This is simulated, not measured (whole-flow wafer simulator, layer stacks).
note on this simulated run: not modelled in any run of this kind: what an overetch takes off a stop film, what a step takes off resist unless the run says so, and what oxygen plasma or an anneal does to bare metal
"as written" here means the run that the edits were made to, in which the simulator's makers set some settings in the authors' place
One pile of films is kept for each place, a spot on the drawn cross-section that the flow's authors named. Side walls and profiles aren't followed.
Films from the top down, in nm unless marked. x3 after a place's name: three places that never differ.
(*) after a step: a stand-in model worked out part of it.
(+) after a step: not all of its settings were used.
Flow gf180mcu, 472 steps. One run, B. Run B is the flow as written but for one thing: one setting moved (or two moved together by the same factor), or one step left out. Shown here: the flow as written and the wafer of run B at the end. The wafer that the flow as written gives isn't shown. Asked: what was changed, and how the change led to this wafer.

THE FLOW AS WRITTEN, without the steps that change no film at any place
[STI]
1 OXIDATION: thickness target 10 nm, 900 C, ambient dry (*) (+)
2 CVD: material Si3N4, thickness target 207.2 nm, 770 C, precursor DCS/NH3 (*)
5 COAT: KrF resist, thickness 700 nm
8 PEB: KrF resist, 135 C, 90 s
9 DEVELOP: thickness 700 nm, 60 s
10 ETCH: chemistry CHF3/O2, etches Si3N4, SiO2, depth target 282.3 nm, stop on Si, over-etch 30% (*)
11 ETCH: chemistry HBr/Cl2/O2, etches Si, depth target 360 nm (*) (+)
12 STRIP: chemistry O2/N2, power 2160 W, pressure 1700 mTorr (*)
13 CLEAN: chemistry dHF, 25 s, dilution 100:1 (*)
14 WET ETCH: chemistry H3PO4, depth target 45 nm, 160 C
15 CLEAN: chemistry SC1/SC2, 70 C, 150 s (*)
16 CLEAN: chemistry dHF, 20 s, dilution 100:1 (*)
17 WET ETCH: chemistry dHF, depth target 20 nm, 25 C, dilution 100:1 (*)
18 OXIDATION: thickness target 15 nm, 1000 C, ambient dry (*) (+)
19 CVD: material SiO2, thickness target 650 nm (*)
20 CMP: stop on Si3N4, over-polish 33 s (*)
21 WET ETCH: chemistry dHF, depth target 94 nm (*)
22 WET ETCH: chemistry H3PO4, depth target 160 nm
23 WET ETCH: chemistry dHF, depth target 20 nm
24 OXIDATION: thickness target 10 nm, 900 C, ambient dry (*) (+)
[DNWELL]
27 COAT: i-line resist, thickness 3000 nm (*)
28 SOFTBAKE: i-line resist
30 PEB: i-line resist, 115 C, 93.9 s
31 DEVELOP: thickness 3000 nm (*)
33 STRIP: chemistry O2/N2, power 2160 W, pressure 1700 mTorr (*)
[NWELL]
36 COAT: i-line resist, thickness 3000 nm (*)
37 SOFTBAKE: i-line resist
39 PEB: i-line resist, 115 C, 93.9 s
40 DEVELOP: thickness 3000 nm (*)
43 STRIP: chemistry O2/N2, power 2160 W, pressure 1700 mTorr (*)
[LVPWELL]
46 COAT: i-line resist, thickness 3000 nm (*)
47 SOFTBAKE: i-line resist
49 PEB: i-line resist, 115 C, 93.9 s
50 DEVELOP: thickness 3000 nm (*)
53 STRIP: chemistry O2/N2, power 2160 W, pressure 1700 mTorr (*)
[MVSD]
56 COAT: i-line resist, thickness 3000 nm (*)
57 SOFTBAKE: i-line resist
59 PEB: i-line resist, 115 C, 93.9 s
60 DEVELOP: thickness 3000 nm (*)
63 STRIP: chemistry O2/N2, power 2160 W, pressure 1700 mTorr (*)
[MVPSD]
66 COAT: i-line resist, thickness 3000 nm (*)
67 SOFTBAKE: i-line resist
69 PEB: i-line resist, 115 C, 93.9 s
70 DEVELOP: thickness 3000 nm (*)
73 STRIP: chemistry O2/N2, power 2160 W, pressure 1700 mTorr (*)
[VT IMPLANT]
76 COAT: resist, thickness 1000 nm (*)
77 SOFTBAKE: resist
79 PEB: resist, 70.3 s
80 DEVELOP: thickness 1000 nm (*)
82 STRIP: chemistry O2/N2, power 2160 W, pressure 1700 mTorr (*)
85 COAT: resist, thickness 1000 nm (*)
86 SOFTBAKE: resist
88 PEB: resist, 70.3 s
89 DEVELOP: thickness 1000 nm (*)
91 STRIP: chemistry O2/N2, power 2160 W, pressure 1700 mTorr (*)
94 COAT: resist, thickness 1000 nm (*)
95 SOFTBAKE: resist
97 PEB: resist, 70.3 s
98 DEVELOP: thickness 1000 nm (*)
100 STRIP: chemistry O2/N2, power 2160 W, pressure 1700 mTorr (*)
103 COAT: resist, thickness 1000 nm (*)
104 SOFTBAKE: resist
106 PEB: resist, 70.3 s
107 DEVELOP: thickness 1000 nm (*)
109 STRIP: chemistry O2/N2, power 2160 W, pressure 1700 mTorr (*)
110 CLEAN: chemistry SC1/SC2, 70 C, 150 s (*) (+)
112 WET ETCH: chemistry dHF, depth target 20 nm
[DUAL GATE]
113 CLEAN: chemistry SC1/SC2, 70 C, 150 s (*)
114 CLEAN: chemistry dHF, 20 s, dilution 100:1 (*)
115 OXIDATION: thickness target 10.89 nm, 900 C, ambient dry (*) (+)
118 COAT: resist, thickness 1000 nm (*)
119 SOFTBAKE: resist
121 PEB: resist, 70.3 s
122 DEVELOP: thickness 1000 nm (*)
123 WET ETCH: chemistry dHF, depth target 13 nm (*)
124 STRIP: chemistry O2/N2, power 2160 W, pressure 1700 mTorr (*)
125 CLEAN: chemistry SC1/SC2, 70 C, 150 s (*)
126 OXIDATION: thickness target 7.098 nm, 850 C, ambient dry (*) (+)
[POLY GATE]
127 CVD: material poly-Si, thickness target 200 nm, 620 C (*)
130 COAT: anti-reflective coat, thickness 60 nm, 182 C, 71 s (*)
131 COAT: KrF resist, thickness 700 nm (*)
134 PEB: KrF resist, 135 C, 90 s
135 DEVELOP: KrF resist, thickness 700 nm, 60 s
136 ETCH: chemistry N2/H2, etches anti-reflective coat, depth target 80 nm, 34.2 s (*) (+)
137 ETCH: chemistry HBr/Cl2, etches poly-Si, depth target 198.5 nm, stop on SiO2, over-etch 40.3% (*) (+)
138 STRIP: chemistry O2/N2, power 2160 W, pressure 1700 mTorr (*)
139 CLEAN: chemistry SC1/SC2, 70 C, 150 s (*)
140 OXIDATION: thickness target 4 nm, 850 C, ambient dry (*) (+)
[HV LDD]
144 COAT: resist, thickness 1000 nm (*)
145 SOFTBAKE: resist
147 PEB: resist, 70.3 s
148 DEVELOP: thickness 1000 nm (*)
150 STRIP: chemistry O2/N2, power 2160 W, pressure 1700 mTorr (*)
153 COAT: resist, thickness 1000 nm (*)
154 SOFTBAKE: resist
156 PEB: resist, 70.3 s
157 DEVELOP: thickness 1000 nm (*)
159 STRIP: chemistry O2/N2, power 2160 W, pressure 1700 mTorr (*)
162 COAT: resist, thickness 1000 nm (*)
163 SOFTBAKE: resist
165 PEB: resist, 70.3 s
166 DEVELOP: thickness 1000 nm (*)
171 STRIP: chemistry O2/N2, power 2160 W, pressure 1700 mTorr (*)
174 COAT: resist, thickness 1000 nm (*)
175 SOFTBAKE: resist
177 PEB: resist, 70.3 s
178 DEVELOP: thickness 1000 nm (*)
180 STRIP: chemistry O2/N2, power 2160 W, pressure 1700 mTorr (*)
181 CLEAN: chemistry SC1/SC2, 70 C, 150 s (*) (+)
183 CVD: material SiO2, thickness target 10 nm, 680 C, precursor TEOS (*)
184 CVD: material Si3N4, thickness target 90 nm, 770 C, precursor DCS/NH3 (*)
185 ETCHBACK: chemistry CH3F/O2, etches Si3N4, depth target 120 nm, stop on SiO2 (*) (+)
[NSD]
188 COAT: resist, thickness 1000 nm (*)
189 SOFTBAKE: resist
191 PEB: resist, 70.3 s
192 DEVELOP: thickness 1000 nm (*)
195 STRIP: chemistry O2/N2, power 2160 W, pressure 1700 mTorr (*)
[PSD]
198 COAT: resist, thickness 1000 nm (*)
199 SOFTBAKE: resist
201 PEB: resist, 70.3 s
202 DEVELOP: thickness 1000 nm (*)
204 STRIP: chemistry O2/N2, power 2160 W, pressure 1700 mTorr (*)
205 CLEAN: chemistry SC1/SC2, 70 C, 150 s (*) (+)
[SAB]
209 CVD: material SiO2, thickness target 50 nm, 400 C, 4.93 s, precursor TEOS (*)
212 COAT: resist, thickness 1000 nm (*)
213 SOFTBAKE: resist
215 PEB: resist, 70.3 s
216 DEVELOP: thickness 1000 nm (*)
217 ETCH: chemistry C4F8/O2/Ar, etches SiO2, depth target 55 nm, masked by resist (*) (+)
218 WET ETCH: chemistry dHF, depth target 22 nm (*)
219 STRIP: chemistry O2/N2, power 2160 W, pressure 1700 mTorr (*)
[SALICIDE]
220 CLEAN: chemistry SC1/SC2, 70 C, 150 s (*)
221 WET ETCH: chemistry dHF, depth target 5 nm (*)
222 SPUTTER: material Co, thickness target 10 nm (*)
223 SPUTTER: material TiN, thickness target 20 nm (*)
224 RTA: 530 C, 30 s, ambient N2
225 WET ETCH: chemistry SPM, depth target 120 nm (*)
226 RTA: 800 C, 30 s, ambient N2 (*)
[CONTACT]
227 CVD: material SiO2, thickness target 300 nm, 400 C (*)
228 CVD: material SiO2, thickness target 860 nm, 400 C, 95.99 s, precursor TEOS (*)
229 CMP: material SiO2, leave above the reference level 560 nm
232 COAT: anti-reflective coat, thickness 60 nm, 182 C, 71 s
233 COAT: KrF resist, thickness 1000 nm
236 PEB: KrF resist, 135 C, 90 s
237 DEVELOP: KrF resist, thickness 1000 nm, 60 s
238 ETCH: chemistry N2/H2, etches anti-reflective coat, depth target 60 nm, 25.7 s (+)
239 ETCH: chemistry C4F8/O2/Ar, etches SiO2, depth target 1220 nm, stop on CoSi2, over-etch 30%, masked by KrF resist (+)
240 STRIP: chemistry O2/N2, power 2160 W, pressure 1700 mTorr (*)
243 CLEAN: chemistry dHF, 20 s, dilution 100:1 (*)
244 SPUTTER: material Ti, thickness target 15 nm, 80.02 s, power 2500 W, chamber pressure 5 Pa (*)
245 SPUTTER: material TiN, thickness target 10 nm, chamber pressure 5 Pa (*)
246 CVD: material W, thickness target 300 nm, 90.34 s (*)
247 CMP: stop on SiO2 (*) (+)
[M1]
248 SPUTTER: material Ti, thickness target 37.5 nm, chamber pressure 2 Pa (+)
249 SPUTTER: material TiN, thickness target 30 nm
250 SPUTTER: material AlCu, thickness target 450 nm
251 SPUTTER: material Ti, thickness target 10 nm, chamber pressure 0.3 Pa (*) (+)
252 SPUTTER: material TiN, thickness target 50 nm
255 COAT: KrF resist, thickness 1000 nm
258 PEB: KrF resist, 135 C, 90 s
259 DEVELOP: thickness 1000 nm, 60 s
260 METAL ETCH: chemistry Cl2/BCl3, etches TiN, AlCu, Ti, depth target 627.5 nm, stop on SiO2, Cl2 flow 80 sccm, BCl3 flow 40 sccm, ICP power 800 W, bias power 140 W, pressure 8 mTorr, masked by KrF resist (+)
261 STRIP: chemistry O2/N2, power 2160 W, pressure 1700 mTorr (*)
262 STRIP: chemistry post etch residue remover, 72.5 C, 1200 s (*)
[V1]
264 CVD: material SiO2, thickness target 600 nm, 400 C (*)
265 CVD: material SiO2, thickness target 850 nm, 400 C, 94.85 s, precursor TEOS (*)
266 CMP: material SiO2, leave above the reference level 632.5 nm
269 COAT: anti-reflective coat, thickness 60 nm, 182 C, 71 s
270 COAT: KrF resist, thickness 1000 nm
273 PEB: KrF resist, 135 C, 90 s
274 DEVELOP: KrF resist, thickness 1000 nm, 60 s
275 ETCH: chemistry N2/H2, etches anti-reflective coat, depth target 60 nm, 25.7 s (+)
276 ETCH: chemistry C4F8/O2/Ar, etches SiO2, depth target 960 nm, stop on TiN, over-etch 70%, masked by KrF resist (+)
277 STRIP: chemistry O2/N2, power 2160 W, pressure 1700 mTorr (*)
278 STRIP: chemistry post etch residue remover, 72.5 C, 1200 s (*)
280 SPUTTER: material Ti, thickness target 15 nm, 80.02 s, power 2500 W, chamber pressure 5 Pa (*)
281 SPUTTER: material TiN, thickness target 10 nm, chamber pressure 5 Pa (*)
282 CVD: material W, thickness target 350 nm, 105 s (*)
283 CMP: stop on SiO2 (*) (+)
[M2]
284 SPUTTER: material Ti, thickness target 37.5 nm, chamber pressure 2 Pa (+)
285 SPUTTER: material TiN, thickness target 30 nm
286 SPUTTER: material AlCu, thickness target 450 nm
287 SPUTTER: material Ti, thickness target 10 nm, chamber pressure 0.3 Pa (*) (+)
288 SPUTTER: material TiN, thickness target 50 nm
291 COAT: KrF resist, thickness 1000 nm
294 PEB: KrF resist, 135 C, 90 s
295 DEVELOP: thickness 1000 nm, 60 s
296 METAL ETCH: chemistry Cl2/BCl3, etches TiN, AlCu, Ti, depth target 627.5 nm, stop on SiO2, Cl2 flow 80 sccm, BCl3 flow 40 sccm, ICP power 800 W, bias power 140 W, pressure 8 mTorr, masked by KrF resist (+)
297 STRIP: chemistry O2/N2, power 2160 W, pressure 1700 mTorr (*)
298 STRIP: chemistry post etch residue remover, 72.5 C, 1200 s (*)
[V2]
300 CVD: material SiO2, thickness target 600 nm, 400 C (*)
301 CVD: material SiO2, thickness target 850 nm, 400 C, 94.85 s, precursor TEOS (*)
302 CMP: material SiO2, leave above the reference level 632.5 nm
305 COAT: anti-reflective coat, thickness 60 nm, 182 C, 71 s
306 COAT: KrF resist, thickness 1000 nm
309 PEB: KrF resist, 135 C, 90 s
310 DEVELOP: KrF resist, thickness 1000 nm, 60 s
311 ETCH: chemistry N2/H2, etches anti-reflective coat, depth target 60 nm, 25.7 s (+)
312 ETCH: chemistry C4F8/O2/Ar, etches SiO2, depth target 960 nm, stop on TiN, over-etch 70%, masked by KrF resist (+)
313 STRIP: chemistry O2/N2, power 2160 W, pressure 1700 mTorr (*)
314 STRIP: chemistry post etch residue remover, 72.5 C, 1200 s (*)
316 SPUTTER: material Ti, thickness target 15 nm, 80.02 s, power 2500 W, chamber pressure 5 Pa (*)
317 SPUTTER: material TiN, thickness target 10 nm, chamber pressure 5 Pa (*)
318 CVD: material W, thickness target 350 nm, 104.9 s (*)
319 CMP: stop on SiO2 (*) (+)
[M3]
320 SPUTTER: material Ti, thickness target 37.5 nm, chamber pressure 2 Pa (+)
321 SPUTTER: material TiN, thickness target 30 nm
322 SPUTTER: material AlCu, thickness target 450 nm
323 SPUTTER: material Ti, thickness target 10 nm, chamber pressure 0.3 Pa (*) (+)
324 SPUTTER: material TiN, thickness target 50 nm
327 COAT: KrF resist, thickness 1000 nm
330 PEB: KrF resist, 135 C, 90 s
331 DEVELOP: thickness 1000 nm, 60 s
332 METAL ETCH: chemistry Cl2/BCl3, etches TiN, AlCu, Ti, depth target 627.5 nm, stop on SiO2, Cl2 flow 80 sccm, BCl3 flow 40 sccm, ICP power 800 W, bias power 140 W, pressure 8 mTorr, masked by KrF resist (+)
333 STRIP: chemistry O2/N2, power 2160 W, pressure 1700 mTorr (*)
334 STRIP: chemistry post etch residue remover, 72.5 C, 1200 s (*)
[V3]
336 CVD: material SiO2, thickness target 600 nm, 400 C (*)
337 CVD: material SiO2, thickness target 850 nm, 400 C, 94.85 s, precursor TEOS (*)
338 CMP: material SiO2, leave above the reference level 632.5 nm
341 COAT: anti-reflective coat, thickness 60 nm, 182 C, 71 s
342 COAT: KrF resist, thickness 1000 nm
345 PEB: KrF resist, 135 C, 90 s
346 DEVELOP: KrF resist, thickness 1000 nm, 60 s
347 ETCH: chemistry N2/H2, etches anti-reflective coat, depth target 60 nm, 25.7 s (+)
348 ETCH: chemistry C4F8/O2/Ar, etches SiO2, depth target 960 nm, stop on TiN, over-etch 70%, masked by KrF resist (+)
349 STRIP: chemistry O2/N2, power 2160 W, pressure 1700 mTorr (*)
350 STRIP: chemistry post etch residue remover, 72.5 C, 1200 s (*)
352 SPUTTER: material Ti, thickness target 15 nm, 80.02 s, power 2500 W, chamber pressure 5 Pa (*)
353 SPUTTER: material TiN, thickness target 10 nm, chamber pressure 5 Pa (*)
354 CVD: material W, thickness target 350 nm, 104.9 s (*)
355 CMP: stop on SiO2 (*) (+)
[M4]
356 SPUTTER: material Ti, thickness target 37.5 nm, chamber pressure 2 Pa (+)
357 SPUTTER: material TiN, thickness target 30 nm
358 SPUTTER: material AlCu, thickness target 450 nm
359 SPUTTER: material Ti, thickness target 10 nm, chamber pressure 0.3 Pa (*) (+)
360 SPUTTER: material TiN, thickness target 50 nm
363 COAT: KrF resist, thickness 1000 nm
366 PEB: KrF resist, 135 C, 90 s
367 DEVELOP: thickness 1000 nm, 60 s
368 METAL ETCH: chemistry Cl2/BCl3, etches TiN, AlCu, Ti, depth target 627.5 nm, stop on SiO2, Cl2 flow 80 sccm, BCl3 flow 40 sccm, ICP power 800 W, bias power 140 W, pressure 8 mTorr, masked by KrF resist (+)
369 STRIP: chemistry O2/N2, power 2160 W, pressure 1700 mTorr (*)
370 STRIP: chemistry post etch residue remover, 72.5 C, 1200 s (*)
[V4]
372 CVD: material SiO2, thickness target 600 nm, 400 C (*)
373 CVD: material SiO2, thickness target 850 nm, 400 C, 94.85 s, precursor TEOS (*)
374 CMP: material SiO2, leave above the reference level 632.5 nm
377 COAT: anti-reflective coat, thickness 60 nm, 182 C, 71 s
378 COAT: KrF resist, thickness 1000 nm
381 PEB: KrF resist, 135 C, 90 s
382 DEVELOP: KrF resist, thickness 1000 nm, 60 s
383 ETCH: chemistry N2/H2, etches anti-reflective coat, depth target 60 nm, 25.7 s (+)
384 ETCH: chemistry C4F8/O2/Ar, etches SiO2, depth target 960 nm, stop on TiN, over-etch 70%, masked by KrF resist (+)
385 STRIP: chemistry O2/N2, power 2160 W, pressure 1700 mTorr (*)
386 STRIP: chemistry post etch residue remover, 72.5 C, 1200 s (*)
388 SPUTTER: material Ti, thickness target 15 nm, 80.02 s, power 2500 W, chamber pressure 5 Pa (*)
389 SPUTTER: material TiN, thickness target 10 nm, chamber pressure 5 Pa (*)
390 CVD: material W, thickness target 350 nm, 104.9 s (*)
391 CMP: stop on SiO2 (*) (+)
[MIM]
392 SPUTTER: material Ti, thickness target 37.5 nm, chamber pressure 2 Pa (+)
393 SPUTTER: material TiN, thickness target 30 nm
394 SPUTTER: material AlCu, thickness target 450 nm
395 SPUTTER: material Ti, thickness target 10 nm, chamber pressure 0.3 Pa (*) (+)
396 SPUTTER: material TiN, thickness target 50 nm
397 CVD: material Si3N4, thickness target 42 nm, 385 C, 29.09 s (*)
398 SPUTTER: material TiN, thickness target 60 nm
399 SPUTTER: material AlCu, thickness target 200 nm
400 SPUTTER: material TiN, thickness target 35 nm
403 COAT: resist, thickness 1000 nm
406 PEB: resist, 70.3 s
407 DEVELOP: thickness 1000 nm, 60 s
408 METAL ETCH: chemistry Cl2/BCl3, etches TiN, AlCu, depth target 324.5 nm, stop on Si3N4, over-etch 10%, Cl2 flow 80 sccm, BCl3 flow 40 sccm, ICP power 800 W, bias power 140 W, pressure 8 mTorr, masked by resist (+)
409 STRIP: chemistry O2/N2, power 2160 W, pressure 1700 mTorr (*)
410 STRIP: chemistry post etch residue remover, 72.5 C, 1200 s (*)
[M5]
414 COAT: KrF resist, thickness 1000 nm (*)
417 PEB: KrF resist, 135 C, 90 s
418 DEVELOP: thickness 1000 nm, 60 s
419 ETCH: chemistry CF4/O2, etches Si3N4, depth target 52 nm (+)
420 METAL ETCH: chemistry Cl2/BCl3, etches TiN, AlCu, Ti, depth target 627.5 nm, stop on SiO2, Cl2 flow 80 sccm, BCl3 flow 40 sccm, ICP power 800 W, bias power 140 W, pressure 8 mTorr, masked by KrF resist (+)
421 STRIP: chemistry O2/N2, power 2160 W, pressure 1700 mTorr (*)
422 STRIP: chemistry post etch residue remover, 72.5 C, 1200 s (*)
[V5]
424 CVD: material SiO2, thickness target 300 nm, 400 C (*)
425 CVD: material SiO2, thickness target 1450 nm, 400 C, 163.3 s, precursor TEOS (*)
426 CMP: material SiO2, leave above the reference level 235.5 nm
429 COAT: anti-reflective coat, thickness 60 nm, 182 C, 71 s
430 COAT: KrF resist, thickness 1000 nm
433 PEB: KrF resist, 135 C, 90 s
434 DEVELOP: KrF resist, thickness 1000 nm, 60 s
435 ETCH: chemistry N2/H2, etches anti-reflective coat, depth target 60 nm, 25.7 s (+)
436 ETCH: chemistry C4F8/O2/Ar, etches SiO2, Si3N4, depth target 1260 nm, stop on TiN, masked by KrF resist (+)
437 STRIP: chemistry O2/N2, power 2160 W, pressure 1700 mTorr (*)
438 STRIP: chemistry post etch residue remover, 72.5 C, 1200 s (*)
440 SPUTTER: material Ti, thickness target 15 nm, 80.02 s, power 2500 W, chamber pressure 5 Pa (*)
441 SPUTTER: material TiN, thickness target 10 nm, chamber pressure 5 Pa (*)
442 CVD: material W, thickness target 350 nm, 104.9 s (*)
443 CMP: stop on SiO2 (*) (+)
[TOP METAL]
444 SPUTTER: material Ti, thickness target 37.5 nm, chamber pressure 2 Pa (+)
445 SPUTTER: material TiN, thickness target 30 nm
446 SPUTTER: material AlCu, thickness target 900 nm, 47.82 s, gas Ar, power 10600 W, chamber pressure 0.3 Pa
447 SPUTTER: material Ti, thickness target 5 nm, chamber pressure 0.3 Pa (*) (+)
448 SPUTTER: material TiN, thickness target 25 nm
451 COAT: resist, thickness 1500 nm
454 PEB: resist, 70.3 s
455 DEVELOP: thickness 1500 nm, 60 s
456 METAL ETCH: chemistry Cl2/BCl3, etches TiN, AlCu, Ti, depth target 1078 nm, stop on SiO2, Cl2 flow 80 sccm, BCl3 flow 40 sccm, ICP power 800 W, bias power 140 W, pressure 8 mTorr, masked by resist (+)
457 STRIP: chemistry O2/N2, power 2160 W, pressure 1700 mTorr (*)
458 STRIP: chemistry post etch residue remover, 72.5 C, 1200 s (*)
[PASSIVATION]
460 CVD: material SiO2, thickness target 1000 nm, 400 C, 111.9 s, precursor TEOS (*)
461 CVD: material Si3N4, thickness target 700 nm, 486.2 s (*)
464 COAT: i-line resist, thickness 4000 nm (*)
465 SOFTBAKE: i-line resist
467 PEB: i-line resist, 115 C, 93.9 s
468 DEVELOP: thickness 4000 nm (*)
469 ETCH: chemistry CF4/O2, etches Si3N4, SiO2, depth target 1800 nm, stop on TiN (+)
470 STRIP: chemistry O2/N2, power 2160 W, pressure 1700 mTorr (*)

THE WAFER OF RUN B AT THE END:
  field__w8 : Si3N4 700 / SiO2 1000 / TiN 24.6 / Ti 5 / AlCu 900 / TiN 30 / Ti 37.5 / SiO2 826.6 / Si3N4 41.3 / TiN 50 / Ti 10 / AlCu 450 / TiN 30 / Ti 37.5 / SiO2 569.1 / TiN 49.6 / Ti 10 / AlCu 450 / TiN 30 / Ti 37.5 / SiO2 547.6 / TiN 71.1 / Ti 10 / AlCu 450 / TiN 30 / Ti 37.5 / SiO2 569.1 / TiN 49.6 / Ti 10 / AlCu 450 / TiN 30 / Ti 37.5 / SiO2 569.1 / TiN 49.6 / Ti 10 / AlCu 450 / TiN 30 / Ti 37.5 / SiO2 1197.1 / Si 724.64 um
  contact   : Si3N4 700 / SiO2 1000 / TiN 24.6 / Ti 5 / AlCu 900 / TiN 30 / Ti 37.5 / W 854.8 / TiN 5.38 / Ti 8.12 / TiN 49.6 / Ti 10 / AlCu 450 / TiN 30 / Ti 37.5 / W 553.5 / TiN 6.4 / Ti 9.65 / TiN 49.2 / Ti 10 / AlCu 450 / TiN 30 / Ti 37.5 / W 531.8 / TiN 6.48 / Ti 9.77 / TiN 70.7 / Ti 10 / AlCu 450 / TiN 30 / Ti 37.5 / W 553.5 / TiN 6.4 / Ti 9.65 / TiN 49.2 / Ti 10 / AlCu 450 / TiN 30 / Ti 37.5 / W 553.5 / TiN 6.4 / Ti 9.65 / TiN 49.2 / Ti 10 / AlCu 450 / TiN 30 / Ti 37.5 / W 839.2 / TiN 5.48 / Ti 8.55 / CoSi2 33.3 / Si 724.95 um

The cause: step 324, SPUTTER: thickness target 71.5 nm was run, where the flow has thickness target 50 nm.

How the change led to this, step by step:
  324 SPUTTER: material TiN, thickness target 50 nm
      field, field__w1, field__w2 and 108 more: TiN +71.5 (new film) (as written it would be: TiN +50 (new film))
  332 METAL ETCH: chemistry Cl2/BCl3, etches TiN, AlCu, Ti, depth target 627.5 nm, stop on SiO2, Cl2 flow 80 sccm, BCl3 flow 40 sccm, ICP power 800 W, bias power 140 W, pressure 8 mTorr, masked by KrF resist (+)
      field, field__w1, field__w2 and 103 more: TiN -71.5 (all of it), Ti -10 (all of it), AlCu -450 (all of it), TiN -30 (all of it), Ti -37.5 (all of it) (as written it would be: TiN -50 (all of it), Ti -10 (all of it), AlCu -450 (all of it), TiN -30 (all of it), Ti -37.5 (all of it))
  338 CMP: material SiO2, leave above the reference level 632.5 nm
      field__w8, contact, m1, m1__w1, m1_nw: SiO2 -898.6 (as written it would be: SiO2 -877.1)
  348 ETCH: chemistry C4F8/O2/Ar, etches SiO2, depth target 960 nm, stop on TiN, over-etch 70%, masked by KrF resist (+)
      field, field__w1, field__w2 and 107 more: KrF resist -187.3 (as written it would be: KrF resist -192)
      contact: SiO2 -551 (all of it) (as written it would be: SiO2 -572.5 (all of it))
  354 CVD: material W, thickness target 350 nm, 104.9 s (*)
      contact: W +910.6 (new film) (as written it would be: W +932.3 (new film))
